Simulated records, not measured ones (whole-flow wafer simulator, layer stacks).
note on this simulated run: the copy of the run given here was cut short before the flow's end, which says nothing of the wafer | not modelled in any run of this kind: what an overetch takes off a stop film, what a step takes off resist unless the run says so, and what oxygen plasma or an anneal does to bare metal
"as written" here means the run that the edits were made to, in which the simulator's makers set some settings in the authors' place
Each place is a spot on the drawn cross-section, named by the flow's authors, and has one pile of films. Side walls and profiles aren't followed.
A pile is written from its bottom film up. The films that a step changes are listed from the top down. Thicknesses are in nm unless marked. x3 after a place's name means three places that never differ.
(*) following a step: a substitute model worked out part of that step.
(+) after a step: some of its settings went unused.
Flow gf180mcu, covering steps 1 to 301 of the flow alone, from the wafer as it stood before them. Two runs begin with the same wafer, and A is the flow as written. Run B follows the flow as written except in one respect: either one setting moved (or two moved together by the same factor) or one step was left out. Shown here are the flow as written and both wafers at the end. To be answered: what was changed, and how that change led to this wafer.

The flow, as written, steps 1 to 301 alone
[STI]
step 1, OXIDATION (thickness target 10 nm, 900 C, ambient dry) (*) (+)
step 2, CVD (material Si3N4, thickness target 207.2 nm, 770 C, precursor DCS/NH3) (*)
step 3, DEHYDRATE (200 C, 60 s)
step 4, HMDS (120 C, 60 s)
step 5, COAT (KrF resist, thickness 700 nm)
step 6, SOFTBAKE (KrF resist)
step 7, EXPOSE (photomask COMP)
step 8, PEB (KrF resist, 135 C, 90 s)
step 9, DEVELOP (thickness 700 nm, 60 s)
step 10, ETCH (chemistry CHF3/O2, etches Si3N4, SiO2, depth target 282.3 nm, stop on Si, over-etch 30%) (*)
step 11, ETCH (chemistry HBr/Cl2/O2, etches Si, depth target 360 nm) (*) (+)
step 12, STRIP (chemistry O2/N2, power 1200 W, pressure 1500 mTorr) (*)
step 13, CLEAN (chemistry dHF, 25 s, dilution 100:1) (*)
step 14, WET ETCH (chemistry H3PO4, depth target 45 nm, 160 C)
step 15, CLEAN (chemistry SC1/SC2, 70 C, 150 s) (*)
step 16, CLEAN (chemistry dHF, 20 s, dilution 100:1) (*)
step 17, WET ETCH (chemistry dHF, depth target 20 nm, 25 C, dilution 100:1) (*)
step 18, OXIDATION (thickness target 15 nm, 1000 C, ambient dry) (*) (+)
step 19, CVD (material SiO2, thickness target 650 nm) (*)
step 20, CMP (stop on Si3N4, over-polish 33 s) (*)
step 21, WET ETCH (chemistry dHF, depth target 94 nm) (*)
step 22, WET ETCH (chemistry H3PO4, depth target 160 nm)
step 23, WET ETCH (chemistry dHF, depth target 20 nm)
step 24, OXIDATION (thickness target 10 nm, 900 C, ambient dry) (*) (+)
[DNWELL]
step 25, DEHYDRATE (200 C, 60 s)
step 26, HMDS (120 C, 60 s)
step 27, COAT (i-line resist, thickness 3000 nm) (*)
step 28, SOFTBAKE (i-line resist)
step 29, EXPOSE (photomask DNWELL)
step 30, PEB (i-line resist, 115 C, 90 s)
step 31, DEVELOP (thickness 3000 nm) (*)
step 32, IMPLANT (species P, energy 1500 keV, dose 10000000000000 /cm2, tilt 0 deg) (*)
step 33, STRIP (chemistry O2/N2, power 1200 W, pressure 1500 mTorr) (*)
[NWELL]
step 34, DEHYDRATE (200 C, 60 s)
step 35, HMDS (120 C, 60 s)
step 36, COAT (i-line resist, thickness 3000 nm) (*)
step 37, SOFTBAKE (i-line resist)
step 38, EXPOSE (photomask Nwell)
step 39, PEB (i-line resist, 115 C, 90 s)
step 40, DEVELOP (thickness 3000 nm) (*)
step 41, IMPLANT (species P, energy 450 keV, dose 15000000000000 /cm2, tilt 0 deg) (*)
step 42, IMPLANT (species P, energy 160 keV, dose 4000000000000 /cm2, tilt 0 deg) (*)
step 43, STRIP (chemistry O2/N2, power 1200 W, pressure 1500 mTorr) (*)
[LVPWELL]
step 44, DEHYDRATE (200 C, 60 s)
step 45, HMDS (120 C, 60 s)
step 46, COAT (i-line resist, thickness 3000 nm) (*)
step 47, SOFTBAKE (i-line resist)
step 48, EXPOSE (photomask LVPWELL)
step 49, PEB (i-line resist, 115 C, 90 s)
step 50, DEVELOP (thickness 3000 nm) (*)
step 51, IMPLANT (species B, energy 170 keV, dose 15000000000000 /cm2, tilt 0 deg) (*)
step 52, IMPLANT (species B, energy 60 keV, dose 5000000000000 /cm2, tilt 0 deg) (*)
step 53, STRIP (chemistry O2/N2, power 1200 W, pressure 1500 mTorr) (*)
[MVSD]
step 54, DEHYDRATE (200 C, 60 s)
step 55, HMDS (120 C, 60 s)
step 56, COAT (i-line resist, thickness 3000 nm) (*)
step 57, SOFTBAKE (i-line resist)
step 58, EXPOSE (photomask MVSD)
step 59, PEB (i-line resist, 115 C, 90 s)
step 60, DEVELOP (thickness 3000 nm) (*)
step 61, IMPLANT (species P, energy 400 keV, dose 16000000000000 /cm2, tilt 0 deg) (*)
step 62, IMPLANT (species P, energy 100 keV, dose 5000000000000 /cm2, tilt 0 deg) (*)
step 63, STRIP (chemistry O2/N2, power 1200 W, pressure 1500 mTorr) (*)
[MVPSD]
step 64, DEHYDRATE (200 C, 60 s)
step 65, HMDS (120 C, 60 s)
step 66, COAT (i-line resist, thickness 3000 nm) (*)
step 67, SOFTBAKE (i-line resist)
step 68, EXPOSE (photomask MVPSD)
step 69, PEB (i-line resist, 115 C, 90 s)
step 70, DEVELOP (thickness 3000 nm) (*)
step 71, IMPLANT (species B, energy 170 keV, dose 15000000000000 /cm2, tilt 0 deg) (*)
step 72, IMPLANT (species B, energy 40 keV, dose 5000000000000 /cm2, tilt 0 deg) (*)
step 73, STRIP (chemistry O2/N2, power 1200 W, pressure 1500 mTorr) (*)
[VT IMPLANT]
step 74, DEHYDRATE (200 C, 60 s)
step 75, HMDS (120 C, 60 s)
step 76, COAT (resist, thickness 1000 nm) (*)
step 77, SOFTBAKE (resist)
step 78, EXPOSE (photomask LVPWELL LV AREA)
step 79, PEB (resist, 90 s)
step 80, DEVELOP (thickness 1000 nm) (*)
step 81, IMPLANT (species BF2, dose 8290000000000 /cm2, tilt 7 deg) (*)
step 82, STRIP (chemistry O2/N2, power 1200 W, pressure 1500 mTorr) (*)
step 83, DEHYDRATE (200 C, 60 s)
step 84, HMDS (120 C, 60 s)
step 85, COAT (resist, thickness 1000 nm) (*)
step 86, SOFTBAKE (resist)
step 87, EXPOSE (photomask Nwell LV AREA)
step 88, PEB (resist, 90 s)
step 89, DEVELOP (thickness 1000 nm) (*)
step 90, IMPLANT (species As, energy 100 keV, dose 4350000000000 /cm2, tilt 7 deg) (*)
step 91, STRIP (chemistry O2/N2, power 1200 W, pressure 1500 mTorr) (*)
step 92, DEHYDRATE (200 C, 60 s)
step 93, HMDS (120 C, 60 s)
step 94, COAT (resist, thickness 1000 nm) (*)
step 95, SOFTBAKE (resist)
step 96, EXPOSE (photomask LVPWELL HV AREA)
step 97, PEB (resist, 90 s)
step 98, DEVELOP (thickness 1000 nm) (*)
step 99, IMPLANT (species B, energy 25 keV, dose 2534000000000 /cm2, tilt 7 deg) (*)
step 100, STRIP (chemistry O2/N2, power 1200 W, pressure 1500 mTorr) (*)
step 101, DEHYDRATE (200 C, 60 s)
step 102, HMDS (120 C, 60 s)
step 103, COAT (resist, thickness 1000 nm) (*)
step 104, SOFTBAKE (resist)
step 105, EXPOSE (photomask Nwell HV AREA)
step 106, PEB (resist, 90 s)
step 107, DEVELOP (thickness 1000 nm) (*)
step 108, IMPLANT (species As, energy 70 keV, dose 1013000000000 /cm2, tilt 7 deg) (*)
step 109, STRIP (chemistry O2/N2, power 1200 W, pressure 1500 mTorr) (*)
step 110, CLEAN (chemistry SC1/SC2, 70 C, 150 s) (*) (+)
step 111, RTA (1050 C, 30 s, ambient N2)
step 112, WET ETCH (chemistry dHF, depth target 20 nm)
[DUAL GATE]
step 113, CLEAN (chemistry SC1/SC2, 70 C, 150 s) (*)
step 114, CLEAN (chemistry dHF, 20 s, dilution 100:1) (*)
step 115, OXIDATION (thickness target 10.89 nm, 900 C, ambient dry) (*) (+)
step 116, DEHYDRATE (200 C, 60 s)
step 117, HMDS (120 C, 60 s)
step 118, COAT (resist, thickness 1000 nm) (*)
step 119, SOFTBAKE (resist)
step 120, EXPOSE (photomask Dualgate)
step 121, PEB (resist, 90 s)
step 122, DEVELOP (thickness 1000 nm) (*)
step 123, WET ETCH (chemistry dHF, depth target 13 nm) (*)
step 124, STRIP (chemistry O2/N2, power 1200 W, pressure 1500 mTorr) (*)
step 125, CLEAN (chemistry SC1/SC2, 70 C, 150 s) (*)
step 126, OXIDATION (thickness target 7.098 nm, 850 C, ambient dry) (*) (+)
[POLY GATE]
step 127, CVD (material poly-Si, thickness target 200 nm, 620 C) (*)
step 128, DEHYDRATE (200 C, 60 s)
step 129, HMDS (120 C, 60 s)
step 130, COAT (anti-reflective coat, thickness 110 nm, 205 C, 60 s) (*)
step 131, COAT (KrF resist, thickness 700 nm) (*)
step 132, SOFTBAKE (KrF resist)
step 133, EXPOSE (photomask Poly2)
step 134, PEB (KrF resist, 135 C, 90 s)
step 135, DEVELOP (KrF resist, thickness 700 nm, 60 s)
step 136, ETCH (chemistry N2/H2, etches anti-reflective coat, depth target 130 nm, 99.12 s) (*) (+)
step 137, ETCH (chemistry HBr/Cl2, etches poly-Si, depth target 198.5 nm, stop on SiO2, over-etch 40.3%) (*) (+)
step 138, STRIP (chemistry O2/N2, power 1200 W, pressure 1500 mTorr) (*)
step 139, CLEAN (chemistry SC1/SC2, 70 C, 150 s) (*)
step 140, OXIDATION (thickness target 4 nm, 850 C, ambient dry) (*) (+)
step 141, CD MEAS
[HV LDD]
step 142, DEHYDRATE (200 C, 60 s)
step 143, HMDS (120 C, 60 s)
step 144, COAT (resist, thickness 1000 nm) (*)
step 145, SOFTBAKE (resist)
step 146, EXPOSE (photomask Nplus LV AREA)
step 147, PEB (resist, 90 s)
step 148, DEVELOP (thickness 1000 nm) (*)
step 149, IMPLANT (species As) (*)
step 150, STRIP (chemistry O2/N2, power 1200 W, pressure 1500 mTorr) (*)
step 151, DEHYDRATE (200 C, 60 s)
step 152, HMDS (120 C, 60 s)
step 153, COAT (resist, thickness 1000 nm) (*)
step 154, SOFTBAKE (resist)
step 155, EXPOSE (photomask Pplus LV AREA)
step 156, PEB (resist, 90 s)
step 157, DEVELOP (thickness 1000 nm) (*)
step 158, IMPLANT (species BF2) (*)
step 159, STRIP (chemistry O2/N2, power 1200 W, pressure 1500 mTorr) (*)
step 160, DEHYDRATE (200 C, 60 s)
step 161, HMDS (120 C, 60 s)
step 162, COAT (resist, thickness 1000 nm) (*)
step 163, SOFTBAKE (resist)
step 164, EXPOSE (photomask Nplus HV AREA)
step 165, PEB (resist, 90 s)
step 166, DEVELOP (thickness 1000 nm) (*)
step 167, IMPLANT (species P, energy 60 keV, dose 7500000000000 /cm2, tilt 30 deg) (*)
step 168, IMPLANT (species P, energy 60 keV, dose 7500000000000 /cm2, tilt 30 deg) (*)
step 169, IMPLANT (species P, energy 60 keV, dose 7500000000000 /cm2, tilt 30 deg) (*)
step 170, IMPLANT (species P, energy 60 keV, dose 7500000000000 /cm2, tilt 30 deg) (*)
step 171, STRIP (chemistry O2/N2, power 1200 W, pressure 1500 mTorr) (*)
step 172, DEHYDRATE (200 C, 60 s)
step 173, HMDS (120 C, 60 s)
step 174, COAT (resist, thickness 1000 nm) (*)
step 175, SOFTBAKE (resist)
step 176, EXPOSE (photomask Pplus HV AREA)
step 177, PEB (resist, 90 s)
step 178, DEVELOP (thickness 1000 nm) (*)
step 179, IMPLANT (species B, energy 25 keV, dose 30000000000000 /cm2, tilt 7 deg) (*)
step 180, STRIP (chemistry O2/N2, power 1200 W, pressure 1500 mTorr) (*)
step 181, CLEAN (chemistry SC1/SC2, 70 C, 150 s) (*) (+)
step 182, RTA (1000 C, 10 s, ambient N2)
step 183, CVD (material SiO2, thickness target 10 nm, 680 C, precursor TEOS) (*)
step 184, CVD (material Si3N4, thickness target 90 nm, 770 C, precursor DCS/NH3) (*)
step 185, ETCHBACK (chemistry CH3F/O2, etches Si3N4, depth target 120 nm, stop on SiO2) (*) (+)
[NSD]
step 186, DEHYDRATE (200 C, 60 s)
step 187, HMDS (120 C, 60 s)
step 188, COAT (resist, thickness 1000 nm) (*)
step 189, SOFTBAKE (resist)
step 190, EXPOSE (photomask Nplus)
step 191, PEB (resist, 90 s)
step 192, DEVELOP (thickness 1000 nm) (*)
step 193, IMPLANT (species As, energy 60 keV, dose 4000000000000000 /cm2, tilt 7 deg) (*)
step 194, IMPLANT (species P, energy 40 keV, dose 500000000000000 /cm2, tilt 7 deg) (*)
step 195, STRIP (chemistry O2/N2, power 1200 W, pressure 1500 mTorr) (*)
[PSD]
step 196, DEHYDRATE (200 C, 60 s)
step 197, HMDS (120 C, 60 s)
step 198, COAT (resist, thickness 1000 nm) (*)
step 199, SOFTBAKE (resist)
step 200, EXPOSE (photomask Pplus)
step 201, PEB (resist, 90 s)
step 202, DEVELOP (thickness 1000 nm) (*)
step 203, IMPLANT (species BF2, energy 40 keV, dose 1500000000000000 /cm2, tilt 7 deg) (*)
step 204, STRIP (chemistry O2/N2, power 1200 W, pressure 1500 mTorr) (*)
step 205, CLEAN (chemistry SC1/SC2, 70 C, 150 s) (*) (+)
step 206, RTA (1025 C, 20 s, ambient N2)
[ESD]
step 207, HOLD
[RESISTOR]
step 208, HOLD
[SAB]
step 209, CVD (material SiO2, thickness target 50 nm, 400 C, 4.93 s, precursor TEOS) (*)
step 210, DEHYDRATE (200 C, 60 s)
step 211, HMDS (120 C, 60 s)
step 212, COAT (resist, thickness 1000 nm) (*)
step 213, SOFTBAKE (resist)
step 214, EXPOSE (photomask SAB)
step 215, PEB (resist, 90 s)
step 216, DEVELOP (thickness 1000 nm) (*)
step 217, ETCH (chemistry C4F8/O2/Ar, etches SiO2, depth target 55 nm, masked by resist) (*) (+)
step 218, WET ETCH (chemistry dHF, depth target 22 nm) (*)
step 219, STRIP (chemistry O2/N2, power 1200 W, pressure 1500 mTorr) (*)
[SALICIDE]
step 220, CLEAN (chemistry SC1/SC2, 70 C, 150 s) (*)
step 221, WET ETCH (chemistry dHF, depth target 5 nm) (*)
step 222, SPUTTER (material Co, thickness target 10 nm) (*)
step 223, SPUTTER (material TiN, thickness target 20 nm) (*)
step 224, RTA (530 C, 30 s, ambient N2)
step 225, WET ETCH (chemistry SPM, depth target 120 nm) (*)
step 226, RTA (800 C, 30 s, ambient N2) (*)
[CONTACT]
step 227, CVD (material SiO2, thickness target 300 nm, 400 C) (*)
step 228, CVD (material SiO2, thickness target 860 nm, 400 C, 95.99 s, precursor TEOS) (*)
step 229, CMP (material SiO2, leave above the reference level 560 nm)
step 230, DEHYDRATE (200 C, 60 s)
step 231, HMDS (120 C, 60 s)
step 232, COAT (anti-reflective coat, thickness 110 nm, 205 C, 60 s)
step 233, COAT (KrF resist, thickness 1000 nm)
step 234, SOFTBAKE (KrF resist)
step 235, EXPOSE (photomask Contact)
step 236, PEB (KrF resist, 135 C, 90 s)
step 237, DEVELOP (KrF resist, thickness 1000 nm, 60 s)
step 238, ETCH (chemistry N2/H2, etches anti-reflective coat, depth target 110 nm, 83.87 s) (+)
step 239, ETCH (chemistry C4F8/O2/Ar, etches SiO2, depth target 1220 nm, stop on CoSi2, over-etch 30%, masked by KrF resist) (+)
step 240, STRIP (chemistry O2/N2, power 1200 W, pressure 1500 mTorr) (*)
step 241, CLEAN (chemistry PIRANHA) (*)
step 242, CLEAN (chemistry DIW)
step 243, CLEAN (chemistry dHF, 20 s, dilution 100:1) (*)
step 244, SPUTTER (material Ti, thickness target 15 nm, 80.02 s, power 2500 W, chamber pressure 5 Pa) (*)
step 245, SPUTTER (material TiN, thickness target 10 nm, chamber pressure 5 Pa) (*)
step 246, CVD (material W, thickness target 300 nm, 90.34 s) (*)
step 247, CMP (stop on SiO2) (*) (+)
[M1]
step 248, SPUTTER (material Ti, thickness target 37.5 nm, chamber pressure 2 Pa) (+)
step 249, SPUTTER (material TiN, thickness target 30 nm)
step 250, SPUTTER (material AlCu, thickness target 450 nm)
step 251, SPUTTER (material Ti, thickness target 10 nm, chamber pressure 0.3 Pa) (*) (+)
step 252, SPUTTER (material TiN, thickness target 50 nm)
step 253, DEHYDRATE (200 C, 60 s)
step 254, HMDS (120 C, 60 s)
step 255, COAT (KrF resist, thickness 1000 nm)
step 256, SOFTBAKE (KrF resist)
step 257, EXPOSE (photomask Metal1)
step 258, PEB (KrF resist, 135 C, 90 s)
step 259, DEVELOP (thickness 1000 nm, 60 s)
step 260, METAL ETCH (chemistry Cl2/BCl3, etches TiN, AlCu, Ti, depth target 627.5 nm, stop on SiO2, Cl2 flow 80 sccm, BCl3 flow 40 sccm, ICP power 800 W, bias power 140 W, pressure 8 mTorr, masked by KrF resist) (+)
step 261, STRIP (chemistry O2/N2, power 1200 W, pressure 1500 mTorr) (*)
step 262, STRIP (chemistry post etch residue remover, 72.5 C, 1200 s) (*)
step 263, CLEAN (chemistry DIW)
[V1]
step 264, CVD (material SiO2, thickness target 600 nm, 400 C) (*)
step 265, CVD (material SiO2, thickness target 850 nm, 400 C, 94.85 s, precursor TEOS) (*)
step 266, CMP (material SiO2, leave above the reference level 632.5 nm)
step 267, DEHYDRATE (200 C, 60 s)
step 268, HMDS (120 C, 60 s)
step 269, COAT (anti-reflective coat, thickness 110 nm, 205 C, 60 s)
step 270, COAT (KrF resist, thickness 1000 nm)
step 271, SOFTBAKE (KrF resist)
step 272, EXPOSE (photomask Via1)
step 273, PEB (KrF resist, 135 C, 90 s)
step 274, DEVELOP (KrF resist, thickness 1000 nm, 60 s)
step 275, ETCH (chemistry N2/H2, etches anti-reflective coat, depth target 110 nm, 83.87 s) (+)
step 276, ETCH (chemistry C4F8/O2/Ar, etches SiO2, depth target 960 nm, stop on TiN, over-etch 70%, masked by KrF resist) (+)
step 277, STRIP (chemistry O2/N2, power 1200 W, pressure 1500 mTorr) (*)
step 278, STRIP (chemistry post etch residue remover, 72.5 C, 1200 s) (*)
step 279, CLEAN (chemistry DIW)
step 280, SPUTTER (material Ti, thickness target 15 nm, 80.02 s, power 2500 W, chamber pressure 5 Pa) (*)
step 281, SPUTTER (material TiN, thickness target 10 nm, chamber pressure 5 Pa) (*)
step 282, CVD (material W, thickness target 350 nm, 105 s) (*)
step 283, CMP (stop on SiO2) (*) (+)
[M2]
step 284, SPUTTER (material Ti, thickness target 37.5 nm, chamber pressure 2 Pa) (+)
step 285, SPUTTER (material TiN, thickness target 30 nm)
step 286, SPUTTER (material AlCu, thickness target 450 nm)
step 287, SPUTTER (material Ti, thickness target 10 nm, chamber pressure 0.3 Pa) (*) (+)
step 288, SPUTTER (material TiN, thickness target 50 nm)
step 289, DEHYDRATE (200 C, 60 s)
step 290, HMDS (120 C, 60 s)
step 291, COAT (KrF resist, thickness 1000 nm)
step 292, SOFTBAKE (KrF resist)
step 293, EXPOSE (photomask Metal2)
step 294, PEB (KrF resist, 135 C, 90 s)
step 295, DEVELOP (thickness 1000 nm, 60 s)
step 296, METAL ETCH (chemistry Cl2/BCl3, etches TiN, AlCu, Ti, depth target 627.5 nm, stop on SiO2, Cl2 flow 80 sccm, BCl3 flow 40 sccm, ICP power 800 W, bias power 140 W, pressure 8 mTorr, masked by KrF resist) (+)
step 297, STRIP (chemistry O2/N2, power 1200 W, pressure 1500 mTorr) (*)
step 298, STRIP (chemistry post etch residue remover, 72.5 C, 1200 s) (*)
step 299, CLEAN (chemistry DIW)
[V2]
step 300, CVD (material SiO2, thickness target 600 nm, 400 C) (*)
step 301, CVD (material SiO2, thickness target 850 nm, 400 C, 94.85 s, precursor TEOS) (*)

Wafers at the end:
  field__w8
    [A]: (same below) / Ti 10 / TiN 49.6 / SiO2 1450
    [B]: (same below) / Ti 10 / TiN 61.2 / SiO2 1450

The reason: step 288, SPUTTER: thickness target 61.6 nm was run, while the flow as written has thickness target 50 nm.

How this came from the change, step by step:
  step 288, SPUTTER (material TiN, thickness target 50 nm)
      field, field__w1, field__w2 and 108 more: A TiN gains 50 (new film) | B TiN gains 61.6 (new film)
  step 296, METAL ETCH (chemistry Cl2/BCl3, etches TiN, AlCu, Ti, depth target 627.5 nm, stop on SiO2, Cl2 flow 80 sccm, BCl3 flow 40 sccm, ICP power 800 W, bias power 140 W, pressure 8 mTorr, masked by KrF resist) (+)
      field, field__w1, field__w2 and 103 more: A TiN loses 50 (all of it), Ti loses 10 (all of it), AlCu loses 450 (all of it), TiN loses 30 (all of it), Ti loses 37.5 (all of it) | B TiN loses 61.6 (all of it), Ti loses 10 (all of it), AlCu loses 450 (all of it), TiN loses 30 (all of it), Ti loses 37.5 (all of it)
